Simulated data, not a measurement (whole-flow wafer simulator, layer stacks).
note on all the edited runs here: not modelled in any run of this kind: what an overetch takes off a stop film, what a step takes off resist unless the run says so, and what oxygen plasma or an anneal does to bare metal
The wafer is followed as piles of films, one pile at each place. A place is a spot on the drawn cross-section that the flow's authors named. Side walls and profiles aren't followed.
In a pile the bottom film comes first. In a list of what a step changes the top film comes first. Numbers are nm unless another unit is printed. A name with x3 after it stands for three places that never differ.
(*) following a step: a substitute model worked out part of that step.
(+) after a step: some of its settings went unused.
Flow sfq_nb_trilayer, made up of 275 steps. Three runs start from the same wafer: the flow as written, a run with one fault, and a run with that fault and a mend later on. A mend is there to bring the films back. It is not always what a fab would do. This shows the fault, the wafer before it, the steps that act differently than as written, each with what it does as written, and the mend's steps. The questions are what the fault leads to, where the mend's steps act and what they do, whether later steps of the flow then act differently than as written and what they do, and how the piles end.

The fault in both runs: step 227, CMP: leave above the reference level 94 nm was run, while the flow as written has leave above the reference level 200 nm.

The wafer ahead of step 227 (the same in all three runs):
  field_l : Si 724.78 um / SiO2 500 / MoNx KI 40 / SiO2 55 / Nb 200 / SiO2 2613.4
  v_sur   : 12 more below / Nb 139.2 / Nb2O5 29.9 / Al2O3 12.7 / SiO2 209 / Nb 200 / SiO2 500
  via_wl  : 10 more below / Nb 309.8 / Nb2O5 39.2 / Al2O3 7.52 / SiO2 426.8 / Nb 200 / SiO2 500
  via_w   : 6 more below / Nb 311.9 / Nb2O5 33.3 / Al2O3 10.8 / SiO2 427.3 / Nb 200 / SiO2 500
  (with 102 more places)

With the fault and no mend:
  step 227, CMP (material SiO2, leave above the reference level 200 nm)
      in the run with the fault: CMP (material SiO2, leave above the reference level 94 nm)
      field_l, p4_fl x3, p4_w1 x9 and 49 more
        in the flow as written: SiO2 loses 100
        in the run with the fault: SiO2 loses 206
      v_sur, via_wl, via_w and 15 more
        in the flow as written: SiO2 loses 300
        in the run with the fault: SiO2 loses 406
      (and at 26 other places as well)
  Steps further on in the flow that do not act as written (3 more steps, not shown, differ only slightly: by at most 2% or 0.5 nm, whichever is larger):
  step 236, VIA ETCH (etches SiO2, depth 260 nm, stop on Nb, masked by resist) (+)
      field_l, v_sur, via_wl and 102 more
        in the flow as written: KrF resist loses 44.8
        in the run with the fault: KrF resist loses 24.3
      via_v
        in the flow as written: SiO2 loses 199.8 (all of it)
        in the run with the fault: SiO2 loses 93.8 (all of it)
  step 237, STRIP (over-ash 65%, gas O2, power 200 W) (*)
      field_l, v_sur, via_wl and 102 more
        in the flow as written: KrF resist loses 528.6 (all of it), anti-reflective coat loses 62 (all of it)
        in the run with the fault: KrF resist loses 549.2 (all of it), anti-reflective coat loses 62 (all of it)
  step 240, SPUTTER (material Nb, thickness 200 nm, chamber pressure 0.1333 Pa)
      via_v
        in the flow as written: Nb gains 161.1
        in the run with the fault: Nb gains 187.4
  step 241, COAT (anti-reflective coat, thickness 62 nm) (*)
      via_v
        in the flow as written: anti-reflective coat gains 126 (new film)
        in the run with the fault: anti-reflective coat gains 103.3 (new film)
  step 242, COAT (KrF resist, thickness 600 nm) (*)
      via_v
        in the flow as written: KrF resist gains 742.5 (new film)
        in the run with the fault: KrF resist gains 650 (new film)
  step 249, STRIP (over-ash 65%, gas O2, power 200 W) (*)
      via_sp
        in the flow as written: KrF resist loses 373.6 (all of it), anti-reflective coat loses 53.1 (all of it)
        in the run with the fault: KrF resist loses 382.7 (all of it), anti-reflective coat loses 52.8 (all of it)
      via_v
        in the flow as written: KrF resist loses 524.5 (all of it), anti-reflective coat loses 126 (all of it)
        in the run with the fault: KrF resist loses 432.3 (all of it), anti-reflective coat loses 103.3 (all of it)
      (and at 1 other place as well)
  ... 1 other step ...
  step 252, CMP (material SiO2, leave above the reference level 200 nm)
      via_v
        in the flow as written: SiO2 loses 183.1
        in the run with the fault: SiO2 loses 194.5
  By the end, the piles at field_l, v_sur, via_wl and 103 more depart from the flow's by more than 2% or 0.5 nm, whichever is larger.
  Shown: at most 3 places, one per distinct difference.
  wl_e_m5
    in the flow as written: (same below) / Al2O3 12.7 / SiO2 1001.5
    in the run with the fault: (same below) / Al2O3 12.7 / SiO2 895.5
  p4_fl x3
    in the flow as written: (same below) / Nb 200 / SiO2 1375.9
    in the run with the fault: (same below) / Nb 200 / SiO2 1269.9
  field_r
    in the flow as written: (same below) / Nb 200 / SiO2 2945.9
    in the run with the fault: (same below) / Nb 200 / SiO2 2839.9

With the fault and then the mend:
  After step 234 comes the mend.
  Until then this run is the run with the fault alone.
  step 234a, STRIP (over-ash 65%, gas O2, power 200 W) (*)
      field_l, v_sur, via_wl and 102 more
        KrF resist loses 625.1 (all of it), anti-reflective coat loses 62 (all of it)
      via_v
        anti-reflective coat loses 62 (all of it)
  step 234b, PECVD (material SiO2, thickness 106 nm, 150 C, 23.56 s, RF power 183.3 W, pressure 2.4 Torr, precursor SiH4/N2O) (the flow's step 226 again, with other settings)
      field_l, v_sur, via_wl and 103 more
        SiO2 gains 106
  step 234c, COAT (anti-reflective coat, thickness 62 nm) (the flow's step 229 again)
      field_l, v_sur, via_wl and 103 more
        anti-reflective coat gains 62 (new film)
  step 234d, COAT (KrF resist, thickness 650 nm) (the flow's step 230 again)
      field_l, v_sur, via_wl and 103 more
        KrF resist gains 650 (new film)
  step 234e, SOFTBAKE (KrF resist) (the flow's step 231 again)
      alters no film at any place that is followed
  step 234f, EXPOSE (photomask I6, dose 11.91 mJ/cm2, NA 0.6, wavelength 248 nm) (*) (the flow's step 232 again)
      alters no film at any place that is followed
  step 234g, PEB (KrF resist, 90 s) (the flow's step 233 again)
      field_l, v_sur, via_wl and 103 more
        KrF resist loses 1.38
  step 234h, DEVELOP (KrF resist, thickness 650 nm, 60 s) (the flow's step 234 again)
      field_l, v_sur, via_wl and 102 more
        KrF resist loses 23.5
      via_v
        KrF resist loses 648.6 (all of it)
  Later steps of the flow that are run all act as written at every place that is followed, up to a difference of at most 2% or 0.5 nm, whichever is larger.
  By the end, the piles equal the flow's at every place that both follow.
